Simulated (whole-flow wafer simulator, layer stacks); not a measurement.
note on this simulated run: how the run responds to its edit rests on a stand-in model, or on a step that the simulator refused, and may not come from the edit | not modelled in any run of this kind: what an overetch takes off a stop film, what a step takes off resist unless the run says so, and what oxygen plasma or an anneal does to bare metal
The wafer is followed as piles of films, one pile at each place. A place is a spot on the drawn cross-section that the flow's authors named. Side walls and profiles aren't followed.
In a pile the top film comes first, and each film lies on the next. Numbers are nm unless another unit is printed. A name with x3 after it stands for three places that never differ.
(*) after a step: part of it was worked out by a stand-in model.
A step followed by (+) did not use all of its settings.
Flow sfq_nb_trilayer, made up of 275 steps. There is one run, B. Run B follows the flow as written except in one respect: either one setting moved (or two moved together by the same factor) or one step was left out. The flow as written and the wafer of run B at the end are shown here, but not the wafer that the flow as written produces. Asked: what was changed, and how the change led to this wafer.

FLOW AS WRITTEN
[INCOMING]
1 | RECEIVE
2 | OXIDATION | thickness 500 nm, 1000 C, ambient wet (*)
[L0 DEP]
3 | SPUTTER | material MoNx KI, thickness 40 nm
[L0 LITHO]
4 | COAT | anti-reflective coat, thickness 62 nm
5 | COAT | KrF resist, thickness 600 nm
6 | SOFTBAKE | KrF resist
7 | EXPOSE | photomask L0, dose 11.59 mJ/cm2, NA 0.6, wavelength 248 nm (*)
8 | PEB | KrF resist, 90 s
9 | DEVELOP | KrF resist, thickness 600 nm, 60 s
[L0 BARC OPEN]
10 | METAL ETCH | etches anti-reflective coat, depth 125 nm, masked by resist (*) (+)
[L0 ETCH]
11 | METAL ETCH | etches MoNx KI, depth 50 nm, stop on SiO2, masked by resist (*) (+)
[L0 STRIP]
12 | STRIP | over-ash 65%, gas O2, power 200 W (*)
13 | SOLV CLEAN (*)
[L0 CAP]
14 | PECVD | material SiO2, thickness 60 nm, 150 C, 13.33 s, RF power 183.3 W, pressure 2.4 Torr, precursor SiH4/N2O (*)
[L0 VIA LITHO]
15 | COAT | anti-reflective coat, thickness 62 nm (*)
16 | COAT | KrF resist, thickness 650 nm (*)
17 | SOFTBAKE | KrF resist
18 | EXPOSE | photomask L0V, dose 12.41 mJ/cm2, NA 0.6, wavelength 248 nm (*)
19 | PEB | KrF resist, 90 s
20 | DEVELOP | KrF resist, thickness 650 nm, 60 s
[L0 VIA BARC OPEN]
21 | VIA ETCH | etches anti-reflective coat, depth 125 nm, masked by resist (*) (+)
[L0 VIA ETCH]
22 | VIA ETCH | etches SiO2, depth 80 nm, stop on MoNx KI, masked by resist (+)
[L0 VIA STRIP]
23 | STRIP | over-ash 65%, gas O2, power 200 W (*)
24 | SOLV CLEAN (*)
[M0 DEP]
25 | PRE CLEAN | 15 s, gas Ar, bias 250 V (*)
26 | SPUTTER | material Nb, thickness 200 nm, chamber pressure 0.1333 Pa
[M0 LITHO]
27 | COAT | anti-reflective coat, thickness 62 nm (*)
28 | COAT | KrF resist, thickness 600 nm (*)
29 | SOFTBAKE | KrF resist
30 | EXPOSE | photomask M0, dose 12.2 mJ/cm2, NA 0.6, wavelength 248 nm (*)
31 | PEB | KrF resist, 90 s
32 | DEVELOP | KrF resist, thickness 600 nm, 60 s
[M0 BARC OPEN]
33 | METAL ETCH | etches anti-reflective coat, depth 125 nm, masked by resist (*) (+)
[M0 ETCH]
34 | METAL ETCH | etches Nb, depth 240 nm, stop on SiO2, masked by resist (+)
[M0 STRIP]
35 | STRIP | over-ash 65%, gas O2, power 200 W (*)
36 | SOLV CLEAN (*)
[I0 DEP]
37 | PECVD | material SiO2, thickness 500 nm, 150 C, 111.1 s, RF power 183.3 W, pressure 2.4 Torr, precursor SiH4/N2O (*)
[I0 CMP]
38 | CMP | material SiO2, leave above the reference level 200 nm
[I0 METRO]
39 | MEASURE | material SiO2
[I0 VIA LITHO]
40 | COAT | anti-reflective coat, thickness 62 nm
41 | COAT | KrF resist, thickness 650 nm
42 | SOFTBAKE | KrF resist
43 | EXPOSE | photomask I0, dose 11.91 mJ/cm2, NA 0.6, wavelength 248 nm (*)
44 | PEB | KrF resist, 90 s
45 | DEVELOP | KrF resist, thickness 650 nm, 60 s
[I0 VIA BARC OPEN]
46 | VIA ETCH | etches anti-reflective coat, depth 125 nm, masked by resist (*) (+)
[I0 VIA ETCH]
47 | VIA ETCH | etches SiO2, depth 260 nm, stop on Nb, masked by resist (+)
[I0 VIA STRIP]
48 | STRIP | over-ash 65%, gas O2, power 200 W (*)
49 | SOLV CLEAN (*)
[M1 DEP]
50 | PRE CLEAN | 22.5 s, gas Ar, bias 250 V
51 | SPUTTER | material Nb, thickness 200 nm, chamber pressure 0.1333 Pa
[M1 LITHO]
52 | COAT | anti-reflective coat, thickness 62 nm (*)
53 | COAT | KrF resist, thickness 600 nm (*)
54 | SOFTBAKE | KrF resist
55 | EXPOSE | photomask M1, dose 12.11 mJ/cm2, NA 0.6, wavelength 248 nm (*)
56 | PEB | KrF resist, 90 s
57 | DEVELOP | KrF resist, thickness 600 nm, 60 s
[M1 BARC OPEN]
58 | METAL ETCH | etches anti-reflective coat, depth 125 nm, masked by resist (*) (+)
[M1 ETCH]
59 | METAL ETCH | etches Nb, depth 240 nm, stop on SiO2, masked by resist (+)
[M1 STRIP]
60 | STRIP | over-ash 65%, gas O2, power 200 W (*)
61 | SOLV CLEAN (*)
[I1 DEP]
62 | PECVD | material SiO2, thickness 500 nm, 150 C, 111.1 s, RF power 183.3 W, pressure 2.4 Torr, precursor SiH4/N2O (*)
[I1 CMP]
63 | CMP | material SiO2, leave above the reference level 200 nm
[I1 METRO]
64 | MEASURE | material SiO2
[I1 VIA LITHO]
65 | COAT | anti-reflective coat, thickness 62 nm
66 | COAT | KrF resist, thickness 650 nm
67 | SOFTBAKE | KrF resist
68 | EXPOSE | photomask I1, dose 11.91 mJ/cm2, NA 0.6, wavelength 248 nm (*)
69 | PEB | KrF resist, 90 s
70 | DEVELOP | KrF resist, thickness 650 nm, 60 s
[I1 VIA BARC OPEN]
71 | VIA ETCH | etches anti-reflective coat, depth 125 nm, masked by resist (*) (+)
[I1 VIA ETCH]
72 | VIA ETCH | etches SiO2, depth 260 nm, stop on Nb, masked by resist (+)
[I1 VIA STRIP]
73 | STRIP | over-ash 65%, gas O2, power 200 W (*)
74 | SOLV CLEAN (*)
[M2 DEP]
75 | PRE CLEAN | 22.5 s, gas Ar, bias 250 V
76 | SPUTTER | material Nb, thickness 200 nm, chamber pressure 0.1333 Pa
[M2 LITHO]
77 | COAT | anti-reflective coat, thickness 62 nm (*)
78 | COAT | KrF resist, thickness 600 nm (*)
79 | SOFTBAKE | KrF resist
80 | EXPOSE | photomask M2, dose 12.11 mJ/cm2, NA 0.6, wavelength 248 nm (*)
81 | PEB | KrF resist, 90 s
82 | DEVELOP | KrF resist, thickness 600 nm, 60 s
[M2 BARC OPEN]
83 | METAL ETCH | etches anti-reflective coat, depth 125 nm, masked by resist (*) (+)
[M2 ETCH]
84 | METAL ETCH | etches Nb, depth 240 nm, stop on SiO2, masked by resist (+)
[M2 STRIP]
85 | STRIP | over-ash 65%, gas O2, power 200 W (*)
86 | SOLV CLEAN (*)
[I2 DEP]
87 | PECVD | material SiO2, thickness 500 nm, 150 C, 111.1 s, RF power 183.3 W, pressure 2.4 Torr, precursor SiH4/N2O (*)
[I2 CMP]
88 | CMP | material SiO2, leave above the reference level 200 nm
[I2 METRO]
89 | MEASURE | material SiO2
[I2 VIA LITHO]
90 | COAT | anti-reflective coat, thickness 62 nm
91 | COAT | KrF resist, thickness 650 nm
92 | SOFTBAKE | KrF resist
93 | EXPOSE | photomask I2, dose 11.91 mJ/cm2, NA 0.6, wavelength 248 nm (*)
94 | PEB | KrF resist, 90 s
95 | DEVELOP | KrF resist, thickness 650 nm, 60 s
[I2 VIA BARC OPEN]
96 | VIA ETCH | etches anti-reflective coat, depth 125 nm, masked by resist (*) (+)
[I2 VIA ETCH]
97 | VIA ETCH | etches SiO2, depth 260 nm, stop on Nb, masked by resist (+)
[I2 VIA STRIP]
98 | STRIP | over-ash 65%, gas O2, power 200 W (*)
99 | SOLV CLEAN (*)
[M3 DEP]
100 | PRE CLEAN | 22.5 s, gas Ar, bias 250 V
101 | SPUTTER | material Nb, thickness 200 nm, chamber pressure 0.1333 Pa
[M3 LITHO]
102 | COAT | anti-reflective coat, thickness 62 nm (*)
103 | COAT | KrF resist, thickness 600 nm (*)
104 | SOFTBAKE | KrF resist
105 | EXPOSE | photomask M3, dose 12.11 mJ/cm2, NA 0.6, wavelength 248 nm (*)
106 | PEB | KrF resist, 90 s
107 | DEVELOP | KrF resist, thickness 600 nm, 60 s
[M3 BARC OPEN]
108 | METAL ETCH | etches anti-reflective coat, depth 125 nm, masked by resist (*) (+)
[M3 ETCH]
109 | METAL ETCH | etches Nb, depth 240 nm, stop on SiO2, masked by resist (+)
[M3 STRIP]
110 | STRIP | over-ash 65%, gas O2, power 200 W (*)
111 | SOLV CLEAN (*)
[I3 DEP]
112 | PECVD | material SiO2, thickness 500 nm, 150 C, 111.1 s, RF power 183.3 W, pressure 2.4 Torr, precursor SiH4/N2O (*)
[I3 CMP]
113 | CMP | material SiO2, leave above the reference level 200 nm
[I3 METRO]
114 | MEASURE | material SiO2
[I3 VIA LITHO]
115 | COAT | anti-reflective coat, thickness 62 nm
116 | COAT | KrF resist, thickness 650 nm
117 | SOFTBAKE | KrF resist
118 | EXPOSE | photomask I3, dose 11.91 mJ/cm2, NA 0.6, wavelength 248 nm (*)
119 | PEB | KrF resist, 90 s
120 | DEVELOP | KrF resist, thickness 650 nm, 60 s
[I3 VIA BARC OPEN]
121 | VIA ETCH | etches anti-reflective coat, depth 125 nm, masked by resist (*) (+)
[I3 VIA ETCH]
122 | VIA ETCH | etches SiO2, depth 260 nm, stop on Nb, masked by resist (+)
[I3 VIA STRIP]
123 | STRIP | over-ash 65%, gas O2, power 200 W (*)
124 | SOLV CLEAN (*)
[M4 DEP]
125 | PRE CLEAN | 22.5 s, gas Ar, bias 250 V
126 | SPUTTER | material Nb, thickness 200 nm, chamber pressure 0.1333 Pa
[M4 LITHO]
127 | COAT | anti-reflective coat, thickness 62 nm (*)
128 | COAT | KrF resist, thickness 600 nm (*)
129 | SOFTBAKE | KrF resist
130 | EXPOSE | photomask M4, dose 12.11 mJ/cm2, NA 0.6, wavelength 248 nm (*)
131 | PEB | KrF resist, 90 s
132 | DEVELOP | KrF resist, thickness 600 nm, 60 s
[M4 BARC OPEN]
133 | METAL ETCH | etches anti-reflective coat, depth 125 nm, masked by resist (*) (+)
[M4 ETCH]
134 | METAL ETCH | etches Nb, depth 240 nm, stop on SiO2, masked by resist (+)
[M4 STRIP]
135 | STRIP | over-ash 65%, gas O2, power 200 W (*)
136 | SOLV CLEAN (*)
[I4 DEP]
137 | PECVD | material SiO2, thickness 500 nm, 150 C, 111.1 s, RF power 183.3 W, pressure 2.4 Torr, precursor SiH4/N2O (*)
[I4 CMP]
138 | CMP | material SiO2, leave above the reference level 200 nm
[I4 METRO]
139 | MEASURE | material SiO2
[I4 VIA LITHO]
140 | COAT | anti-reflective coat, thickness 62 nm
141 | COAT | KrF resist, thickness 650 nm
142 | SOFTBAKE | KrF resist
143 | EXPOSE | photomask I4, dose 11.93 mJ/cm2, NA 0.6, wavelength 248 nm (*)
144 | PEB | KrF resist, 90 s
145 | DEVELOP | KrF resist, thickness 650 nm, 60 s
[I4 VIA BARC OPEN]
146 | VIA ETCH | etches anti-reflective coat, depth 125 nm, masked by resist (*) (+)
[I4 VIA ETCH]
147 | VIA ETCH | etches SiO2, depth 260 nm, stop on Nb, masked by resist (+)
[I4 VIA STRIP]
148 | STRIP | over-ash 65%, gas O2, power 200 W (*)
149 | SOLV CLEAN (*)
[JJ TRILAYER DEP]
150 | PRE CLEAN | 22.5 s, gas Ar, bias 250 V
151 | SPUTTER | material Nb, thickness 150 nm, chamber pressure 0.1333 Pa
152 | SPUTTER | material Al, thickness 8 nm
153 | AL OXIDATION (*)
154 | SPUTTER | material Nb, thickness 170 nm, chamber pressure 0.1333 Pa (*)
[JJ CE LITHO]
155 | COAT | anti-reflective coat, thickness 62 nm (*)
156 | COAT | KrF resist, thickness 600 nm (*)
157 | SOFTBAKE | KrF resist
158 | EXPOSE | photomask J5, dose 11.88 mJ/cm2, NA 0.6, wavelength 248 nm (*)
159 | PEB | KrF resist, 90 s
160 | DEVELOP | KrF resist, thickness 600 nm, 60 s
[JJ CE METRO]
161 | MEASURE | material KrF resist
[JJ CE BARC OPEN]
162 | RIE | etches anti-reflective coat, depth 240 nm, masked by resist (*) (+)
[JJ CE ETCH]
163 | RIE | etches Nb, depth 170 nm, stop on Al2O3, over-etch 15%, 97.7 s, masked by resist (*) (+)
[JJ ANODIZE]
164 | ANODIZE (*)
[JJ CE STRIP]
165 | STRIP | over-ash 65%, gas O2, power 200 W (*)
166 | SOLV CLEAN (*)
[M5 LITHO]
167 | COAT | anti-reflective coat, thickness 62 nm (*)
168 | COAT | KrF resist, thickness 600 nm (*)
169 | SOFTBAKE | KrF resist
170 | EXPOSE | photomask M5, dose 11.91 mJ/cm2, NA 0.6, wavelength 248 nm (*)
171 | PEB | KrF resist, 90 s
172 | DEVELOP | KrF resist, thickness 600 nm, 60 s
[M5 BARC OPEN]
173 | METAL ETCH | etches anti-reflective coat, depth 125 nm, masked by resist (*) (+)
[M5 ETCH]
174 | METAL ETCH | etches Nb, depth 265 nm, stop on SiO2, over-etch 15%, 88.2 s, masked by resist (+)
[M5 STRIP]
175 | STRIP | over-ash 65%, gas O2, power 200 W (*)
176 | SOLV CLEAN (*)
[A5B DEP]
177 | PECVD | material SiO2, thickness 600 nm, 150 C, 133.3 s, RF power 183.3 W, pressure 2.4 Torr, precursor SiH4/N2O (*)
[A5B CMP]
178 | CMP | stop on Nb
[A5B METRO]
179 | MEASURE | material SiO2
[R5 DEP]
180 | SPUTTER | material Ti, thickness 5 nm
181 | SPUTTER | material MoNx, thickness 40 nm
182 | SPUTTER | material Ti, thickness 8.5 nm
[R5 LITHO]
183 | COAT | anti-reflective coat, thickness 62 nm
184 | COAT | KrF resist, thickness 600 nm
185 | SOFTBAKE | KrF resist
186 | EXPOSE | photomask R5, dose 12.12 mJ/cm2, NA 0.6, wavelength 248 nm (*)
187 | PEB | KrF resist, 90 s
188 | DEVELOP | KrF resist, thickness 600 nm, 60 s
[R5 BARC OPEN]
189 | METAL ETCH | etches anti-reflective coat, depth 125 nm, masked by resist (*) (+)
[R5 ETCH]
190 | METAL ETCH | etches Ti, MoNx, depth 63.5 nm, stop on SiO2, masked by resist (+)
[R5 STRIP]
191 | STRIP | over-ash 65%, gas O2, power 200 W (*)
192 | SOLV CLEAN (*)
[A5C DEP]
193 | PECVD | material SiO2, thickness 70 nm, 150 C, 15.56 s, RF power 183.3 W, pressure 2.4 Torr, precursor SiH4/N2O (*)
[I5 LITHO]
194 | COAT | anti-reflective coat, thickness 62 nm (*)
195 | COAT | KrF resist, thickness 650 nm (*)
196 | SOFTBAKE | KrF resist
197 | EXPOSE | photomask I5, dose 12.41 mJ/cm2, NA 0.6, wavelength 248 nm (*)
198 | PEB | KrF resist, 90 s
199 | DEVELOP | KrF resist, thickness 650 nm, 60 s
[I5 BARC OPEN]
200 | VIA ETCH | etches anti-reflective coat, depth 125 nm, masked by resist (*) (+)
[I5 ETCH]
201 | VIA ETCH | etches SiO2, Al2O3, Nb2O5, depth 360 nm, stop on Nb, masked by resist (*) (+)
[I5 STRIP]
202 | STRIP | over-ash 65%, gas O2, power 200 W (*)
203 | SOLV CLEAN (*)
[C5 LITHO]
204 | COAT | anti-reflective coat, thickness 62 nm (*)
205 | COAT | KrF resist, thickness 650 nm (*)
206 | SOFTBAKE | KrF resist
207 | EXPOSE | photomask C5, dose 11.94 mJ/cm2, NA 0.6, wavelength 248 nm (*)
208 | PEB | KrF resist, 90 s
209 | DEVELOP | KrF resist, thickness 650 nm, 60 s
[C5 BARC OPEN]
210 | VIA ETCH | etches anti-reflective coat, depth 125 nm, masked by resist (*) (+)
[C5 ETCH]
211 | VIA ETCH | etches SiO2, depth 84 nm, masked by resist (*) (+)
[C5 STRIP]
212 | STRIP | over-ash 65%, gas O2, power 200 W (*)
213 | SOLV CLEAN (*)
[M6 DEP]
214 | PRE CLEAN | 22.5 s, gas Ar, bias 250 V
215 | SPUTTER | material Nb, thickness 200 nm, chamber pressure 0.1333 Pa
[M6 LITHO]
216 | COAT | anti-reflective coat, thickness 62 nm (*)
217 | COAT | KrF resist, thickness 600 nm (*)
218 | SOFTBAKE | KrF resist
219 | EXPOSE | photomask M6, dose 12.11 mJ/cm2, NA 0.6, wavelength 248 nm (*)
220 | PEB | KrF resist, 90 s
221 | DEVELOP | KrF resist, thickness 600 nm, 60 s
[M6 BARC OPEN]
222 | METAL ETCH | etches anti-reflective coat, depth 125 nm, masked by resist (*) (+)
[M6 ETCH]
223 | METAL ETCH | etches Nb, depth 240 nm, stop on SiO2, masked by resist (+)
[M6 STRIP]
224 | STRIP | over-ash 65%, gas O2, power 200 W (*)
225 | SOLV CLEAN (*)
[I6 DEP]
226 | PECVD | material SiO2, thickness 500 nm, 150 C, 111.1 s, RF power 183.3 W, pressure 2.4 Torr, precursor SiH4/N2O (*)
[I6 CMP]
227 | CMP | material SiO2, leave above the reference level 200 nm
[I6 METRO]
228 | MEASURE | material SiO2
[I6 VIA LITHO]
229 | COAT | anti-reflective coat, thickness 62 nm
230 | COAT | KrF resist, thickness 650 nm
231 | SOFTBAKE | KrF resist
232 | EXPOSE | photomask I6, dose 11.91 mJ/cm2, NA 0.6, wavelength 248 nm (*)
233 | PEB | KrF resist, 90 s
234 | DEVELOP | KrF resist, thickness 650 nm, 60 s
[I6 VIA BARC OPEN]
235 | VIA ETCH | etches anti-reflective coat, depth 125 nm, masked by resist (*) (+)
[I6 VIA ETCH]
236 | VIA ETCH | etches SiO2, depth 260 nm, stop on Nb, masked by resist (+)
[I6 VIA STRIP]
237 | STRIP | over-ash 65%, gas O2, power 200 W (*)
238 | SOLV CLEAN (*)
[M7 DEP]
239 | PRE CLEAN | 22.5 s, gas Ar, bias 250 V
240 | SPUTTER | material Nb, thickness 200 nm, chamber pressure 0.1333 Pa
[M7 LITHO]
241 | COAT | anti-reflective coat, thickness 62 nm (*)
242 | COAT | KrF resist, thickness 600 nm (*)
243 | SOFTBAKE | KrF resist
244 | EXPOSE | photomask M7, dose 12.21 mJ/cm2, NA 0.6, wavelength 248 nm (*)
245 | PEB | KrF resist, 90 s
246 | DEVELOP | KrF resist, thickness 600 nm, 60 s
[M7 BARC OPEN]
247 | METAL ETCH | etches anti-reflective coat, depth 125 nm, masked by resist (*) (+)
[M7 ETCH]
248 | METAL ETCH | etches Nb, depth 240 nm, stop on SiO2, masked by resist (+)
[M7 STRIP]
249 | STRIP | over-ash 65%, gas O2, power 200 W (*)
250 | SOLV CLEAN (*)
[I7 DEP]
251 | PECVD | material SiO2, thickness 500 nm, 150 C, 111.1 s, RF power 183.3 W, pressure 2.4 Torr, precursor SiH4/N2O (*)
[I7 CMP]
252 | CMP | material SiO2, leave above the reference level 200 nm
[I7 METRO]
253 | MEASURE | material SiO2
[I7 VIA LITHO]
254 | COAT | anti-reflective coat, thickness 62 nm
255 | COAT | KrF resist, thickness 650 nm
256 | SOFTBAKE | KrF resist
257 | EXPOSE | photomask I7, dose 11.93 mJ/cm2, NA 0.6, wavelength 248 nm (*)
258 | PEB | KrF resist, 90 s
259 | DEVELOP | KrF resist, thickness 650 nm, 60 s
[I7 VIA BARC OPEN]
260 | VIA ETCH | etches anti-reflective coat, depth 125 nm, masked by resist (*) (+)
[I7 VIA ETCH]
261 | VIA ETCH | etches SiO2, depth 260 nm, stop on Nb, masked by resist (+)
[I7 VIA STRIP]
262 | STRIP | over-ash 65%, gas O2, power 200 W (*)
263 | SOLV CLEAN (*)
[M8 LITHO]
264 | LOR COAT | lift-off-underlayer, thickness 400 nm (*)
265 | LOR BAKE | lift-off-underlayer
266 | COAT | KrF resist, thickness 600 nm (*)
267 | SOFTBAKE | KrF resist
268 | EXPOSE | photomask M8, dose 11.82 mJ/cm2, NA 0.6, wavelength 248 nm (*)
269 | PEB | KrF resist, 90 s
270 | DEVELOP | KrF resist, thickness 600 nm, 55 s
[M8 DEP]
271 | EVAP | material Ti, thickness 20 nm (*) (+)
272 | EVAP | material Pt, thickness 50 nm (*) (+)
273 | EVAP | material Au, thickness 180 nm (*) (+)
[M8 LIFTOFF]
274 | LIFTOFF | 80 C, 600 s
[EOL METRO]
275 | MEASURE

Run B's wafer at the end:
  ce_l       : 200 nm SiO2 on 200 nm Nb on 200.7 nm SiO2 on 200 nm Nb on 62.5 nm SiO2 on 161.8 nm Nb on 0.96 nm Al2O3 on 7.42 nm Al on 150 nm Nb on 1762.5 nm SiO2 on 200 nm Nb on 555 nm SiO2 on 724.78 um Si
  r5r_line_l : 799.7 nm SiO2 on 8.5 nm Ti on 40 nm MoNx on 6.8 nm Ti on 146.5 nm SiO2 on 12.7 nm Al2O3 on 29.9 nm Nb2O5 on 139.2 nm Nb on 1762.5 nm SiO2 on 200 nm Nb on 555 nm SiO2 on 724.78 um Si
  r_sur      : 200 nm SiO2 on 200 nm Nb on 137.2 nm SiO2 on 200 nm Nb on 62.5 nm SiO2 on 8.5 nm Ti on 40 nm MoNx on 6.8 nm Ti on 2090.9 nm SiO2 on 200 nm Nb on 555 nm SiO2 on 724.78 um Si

Cause: step 180, SPUTTER: thickness 6.8 nm was run, though the flow has thickness 5 nm.
One can read it off the wafer: r5r_line_l has Ti 6.8, and step 180 as written asks for 5 nm.

How this came from the change, step by step:
  180 | SPUTTER | material Ti, thickness 5 nm
      field_l, v_sur, via_wl and 103 more: +6.8 Ti (new film) (in the flow as written it would be: +5 Ti (new film))
  190 | METAL ETCH | etches Ti, MoNx, depth 63.5 nm, stop on SiO2, masked by resist (+)
      field_l, v_sur, via_wl and 92 more: -8.5 Ti (all of it), -40 MoNx (all of it), -6.8 Ti (all of it) (in the flow as written it would be: -8.5 Ti (all of it), -40 MoNx (all of it), -5 Ti (all of it))
      ce_l, c5j, ce_r, wl_jj: -8.5 Ti (all of it), -40 MoNx (all of it), -6.8 Ti (all of it), -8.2 Nb (in the flow as written it would be: -8.5 Ti (all of it), -40 MoNx (all of it), -5 Ti (all of it), -10 Nb)
